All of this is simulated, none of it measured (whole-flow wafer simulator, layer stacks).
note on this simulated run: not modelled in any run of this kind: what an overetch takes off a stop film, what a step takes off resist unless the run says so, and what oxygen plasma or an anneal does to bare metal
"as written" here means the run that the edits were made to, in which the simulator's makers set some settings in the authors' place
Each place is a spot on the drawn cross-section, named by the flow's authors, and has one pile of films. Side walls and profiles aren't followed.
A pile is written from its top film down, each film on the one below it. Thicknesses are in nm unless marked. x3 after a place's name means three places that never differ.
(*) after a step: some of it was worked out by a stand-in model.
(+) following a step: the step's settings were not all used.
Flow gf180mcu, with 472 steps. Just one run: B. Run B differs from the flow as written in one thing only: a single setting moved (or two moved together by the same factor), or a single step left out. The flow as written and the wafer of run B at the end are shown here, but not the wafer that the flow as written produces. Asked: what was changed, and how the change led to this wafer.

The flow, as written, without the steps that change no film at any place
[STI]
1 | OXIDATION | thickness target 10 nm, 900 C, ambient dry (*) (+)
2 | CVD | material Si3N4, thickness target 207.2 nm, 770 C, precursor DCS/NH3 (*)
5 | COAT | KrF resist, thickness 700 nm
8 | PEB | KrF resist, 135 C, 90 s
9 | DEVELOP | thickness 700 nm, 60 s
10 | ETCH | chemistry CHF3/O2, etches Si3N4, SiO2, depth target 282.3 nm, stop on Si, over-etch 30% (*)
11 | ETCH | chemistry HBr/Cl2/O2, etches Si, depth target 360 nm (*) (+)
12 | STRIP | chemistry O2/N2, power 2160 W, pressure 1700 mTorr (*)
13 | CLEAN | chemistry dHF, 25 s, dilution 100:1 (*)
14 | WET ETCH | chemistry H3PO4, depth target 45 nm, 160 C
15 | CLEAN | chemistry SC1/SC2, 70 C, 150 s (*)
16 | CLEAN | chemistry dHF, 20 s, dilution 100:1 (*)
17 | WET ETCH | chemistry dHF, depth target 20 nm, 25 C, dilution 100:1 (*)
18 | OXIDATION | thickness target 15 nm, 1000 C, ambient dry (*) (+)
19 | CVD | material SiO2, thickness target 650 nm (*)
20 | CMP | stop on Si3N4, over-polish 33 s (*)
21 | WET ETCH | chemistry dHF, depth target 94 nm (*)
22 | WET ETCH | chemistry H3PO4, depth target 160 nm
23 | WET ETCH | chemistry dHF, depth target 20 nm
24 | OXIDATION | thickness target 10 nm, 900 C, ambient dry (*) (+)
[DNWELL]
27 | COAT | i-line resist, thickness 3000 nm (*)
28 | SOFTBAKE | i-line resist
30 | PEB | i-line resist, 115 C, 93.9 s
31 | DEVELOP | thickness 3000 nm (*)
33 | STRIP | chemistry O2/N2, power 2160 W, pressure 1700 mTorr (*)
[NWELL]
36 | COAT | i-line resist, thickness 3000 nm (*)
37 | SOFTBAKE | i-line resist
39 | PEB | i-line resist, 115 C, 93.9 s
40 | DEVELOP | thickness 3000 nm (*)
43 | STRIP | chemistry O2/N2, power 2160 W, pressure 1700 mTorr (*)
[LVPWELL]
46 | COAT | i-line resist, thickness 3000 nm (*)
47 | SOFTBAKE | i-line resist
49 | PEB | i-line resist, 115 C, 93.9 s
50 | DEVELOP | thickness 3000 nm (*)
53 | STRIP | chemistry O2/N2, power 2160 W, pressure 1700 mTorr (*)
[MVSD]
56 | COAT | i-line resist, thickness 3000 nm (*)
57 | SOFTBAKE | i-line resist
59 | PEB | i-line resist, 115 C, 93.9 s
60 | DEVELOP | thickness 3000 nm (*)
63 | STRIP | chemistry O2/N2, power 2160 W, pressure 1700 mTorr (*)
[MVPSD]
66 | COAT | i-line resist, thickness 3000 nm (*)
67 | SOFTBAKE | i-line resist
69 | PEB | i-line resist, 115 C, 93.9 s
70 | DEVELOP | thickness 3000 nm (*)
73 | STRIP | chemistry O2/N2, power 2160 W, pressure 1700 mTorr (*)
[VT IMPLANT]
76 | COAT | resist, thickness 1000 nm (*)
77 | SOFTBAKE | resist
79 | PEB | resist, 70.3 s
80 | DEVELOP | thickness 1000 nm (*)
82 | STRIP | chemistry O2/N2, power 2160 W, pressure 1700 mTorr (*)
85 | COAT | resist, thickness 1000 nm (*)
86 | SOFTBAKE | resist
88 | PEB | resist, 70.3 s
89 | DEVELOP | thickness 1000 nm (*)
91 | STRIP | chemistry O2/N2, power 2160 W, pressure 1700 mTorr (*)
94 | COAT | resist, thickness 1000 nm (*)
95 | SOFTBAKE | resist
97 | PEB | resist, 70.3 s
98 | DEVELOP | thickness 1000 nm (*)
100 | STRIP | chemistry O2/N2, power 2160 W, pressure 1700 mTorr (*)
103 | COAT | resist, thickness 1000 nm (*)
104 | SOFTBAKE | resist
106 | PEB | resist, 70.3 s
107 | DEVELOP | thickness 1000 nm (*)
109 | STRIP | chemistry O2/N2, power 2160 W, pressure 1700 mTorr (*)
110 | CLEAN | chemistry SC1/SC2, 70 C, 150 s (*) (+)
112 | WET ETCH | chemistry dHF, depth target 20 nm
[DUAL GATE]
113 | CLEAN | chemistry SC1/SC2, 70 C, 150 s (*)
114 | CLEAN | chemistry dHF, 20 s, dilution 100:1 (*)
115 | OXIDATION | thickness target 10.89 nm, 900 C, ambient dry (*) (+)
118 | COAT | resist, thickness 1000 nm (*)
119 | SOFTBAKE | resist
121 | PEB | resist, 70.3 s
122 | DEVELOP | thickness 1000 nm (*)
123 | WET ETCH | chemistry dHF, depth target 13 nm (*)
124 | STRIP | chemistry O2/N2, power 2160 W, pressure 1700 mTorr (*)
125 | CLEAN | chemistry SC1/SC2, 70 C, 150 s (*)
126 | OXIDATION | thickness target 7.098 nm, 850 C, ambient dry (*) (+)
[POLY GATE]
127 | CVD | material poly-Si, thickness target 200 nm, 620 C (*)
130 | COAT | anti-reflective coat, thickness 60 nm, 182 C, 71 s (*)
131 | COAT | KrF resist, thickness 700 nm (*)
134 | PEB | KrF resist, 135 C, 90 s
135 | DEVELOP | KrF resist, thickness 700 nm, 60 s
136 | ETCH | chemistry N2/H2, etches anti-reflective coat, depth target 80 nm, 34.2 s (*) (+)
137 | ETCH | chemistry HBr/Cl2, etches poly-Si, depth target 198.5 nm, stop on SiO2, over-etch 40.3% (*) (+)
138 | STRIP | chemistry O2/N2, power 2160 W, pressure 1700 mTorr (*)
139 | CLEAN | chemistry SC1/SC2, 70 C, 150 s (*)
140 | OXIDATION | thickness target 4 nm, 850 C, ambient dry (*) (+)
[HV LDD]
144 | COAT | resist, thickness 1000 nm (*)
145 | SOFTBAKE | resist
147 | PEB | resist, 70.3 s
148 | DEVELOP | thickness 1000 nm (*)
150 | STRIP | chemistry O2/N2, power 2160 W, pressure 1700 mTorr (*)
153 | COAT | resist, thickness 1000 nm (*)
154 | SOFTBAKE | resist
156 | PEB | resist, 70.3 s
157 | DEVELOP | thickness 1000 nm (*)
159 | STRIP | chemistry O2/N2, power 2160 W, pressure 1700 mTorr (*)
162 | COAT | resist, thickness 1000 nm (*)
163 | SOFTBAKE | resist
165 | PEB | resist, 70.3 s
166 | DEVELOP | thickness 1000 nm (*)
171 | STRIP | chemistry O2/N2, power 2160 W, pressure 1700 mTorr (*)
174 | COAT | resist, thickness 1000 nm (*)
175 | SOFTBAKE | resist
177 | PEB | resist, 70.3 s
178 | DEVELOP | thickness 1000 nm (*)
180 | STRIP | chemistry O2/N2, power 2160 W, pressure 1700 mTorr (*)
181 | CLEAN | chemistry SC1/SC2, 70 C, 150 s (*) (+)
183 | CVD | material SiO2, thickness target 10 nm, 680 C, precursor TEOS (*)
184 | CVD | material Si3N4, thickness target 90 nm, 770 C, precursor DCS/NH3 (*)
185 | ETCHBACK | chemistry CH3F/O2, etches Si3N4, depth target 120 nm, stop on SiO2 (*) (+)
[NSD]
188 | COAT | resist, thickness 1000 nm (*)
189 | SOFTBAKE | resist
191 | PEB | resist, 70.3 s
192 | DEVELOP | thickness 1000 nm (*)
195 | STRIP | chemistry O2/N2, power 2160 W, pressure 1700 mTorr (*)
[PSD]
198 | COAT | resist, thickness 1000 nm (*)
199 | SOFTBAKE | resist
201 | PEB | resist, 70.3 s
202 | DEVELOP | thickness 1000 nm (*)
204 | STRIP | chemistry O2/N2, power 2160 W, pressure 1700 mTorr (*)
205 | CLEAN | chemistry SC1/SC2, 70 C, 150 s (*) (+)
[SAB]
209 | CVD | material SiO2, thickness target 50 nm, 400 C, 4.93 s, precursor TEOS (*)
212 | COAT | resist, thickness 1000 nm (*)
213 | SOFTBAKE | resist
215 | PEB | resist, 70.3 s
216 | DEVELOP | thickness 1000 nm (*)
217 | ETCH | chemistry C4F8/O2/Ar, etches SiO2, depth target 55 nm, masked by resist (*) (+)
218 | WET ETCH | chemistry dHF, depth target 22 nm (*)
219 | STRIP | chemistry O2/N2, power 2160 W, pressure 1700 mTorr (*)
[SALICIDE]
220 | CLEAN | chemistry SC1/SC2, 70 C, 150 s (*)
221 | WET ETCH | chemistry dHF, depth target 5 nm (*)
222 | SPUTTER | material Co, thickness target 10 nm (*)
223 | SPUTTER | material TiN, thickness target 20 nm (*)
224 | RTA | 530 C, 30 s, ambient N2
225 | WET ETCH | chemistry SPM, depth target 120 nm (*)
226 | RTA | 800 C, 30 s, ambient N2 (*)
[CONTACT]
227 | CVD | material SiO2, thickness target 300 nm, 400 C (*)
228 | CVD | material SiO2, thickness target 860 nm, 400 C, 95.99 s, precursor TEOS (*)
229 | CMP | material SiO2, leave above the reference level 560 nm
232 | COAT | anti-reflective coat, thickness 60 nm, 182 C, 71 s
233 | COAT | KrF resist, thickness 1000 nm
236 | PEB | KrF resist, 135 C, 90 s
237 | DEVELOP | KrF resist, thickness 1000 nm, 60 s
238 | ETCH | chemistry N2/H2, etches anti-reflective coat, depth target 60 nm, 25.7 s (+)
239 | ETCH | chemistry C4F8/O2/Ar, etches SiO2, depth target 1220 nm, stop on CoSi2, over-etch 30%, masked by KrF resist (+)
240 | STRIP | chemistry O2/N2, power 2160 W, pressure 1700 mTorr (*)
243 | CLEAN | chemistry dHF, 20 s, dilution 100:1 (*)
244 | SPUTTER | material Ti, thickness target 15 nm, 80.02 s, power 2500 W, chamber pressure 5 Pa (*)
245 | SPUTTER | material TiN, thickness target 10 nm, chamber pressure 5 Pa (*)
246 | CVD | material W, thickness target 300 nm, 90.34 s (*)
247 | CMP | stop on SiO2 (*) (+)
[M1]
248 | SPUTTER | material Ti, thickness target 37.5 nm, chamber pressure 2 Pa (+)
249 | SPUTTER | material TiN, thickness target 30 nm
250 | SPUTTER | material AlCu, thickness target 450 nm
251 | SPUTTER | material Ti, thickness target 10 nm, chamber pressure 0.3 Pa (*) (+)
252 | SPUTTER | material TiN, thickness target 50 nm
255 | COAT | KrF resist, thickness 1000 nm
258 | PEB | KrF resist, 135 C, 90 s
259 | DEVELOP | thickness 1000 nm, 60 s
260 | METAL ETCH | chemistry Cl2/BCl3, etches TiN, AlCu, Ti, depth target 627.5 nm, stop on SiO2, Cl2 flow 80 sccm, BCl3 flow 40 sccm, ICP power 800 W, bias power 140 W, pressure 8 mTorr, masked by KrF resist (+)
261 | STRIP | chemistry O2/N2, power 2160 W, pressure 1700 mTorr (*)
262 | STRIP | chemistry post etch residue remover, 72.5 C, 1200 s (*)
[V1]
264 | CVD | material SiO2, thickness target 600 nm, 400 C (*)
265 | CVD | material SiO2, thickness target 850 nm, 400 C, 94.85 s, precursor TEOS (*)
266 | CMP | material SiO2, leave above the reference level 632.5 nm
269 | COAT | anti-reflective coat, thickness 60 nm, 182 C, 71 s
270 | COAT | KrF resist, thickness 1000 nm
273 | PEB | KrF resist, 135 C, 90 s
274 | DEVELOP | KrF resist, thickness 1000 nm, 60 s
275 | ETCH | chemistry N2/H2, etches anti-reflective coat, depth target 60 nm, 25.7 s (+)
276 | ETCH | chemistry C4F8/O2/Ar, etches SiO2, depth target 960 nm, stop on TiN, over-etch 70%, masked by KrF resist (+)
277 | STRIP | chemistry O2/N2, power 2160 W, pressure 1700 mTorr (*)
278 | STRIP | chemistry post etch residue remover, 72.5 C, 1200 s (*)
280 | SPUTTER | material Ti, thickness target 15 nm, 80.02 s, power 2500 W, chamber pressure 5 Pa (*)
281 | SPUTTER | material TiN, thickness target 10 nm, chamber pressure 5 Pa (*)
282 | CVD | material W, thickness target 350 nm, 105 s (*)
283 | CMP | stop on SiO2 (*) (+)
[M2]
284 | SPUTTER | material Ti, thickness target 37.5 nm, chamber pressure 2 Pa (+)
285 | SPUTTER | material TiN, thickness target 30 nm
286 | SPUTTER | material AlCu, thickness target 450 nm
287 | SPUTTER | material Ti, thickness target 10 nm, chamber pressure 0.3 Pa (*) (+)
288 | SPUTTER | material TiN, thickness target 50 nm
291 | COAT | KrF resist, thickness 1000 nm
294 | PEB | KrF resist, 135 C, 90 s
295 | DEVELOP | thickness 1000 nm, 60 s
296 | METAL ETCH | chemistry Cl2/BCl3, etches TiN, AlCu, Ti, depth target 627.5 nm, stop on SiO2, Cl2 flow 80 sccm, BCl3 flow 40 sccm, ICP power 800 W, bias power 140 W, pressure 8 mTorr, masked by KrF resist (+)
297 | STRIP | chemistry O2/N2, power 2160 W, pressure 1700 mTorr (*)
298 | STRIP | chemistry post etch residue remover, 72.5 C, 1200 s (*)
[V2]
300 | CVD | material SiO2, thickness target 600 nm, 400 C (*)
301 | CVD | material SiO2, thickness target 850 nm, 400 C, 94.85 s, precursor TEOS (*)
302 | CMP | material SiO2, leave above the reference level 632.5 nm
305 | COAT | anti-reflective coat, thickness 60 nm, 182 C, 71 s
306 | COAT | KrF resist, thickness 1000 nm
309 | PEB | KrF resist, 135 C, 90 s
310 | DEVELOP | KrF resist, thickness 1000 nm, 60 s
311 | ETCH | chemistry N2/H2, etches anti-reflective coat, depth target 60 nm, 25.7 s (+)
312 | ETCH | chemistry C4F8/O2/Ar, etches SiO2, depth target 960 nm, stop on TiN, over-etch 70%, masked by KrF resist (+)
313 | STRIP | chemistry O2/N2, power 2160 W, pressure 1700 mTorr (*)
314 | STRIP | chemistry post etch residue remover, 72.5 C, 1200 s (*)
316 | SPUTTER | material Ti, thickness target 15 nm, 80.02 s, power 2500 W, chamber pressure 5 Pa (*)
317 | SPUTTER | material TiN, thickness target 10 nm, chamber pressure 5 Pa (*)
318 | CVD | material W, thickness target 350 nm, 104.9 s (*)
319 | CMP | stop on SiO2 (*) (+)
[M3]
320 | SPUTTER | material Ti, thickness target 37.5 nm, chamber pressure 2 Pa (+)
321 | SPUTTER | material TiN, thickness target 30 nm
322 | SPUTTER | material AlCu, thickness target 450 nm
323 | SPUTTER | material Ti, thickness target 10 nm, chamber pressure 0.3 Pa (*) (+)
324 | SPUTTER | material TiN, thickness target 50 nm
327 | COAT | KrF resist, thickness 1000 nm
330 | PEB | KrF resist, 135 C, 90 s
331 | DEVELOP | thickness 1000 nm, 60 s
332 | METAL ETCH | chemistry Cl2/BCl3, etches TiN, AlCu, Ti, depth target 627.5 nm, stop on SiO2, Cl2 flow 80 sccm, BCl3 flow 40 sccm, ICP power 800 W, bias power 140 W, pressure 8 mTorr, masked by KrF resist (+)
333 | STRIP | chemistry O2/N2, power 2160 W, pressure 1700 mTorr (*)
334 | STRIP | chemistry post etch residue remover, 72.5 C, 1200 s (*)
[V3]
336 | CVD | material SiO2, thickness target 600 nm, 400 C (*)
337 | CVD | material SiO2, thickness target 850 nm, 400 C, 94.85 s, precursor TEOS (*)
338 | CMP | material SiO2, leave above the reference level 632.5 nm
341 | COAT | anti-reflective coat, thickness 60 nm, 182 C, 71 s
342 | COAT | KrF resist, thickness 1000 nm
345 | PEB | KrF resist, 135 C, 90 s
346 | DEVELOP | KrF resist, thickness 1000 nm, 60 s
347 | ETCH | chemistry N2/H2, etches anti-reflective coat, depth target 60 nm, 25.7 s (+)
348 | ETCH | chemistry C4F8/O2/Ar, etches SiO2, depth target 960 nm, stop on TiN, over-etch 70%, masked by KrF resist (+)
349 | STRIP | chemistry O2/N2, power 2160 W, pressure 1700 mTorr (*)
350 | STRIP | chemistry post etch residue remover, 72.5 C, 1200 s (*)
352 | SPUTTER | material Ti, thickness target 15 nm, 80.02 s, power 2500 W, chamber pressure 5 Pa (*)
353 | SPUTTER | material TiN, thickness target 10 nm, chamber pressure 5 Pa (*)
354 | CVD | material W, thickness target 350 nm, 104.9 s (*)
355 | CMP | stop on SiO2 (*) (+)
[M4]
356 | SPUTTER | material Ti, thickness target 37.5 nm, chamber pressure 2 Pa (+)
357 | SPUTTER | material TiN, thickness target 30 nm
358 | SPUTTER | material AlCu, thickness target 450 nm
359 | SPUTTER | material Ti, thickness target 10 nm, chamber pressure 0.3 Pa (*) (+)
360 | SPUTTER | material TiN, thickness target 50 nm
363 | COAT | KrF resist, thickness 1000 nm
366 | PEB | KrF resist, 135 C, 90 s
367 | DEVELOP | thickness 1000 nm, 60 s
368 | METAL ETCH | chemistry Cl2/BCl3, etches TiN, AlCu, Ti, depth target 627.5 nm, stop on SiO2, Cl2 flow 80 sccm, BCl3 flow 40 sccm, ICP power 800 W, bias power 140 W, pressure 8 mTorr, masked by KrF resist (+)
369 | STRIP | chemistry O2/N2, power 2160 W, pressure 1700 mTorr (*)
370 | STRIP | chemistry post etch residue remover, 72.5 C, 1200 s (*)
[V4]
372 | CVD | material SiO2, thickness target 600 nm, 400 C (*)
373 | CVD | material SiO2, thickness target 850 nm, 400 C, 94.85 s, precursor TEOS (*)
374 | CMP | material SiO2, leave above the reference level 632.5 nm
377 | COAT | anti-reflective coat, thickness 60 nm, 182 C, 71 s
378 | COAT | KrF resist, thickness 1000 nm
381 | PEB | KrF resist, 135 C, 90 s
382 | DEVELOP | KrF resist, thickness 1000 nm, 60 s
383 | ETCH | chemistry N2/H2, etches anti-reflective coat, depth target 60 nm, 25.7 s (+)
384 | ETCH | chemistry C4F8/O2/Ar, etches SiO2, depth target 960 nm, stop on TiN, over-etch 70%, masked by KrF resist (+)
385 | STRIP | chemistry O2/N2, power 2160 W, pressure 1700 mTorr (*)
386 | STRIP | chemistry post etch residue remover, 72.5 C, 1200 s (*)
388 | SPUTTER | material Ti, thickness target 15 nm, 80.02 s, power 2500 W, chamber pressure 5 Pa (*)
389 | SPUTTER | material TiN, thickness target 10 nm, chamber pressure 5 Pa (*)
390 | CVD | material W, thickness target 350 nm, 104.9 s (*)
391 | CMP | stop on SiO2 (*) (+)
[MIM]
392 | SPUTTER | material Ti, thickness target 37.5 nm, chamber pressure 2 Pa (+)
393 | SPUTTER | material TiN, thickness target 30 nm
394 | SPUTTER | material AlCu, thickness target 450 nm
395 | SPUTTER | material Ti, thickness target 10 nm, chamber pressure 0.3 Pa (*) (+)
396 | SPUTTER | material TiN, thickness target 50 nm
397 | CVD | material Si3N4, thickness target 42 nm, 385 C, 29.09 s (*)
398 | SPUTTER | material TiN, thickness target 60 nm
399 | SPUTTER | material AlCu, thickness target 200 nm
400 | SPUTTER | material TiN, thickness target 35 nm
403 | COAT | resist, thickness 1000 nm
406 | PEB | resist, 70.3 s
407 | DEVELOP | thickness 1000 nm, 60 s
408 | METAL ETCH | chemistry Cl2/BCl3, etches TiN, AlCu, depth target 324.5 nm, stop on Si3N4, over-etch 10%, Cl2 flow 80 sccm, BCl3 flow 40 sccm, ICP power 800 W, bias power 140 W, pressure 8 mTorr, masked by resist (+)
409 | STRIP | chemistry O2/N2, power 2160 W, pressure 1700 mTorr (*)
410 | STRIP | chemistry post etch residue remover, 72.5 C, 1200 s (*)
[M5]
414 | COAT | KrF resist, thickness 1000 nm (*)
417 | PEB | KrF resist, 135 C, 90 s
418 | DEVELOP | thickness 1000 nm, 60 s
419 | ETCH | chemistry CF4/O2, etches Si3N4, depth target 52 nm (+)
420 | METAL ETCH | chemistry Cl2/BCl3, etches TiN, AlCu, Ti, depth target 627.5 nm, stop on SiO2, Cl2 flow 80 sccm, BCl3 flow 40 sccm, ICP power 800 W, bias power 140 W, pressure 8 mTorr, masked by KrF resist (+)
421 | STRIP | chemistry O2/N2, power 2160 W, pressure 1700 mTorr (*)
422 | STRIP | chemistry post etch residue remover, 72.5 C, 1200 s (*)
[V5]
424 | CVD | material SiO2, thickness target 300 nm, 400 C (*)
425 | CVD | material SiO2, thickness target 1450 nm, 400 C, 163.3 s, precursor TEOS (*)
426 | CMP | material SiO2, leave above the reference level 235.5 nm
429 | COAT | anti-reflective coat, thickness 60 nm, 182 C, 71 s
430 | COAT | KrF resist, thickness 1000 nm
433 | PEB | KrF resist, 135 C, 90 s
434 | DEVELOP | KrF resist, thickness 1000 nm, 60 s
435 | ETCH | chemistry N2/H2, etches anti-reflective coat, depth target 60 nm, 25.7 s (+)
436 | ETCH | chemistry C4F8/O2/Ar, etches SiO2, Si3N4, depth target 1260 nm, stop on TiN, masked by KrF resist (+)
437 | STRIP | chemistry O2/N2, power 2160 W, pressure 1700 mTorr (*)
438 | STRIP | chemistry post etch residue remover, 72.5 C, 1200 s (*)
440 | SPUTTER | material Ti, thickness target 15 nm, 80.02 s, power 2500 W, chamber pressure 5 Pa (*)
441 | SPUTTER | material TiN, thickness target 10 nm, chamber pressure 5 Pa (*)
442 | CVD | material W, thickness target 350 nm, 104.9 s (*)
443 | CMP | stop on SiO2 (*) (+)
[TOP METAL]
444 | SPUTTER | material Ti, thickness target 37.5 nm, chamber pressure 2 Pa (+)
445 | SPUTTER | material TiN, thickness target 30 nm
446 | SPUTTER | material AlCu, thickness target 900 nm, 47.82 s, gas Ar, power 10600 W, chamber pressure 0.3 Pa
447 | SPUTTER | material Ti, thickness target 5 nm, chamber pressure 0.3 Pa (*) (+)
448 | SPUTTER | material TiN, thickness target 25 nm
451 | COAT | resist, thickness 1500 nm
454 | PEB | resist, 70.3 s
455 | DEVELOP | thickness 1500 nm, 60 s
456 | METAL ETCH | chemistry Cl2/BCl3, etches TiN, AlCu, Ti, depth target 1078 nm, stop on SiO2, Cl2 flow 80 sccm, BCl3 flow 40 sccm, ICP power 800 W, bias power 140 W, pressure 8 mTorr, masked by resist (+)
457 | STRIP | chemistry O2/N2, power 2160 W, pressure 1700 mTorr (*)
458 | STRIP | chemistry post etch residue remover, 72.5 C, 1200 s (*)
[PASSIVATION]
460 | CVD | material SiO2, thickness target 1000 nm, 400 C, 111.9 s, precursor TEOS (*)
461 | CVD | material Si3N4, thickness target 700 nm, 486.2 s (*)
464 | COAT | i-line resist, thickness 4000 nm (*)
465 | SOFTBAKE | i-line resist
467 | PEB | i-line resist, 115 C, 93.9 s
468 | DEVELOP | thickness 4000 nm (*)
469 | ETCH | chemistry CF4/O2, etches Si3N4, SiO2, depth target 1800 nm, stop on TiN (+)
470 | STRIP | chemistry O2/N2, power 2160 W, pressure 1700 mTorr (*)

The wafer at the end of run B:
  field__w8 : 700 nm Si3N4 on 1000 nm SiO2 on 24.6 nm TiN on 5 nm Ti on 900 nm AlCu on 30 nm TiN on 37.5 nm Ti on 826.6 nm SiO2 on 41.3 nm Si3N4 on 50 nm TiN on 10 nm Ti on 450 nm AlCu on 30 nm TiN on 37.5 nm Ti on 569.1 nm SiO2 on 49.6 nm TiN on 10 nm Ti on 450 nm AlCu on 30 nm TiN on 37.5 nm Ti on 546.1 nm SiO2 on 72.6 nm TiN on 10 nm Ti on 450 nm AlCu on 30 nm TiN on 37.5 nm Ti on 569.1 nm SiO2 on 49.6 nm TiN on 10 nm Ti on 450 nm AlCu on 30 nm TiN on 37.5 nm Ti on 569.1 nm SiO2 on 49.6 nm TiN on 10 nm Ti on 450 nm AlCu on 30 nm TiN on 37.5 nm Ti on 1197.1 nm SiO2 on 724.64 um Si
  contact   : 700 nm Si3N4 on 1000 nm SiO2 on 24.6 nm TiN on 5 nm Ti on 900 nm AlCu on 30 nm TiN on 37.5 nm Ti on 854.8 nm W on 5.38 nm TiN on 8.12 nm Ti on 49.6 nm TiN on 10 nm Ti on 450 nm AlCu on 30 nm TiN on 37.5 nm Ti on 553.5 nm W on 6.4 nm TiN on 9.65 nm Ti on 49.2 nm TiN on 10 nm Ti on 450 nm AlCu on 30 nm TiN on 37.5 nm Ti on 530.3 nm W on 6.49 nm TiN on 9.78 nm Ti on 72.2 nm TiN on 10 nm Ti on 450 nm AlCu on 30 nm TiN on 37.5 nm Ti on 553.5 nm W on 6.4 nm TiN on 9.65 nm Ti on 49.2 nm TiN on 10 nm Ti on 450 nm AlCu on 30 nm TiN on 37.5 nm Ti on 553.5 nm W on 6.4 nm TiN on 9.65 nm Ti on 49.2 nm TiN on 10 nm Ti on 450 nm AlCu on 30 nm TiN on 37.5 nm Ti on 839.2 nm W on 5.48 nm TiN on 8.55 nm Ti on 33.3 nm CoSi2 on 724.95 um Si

What caused this: step 324, SPUTTER: thickness target 73 nm was run, while the flow as written has thickness target 50 nm.

How this came from the change, step by step:
  324 | SPUTTER | material TiN, thickness target 50 nm
      field, field__w1, field__w2 and 108 more: TiN gains 73 (new film) (in the flow as written it would be: TiN gains 50 (new film))
  332 | METAL ETCH | chemistry Cl2/BCl3, etches TiN, AlCu, Ti, depth target 627.5 nm, stop on SiO2, Cl2 flow 80 sccm, BCl3 flow 40 sccm, ICP power 800 W, bias power 140 W, pressure 8 mTorr, masked by KrF resist (+)
      field, field__w1, field__w2 and 103 more: TiN loses 73 (all of it), Ti loses 10 (all of it), AlCu loses 450 (all of it), TiN loses 30 (all of it), Ti loses 37.5 (all of it) (in the flow as written it would be: TiN loses 50 (all of it), Ti loses 10 (all of it), AlCu loses 450 (all of it), TiN loses 30 (all of it), Ti loses 37.5 (all of it))
  338 | CMP | material SiO2, leave above the reference level 632.5 nm
      field__w8, contact, m1, m1__w1, m1_nw: SiO2 loses 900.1 (in the flow as written it would be: SiO2 loses 877.1)
  348 | ETCH | chemistry C4F8/O2/Ar, etches SiO2, depth target 960 nm, stop on TiN, over-etch 70%, masked by KrF resist (+)
      field, field__w1, field__w2 and 107 more: KrF resist loses 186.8 (in the flow as written it would be: KrF resist loses 192)
      contact: SiO2 loses 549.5 (all of it) (in the flow as written it would be: SiO2 loses 572.5 (all of it))
  354 | CVD | material W, thickness target 350 nm, 104.9 s (*)
      contact: W gains 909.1 (new film) (in the flow as written it would be: W gains 932.3 (new film))
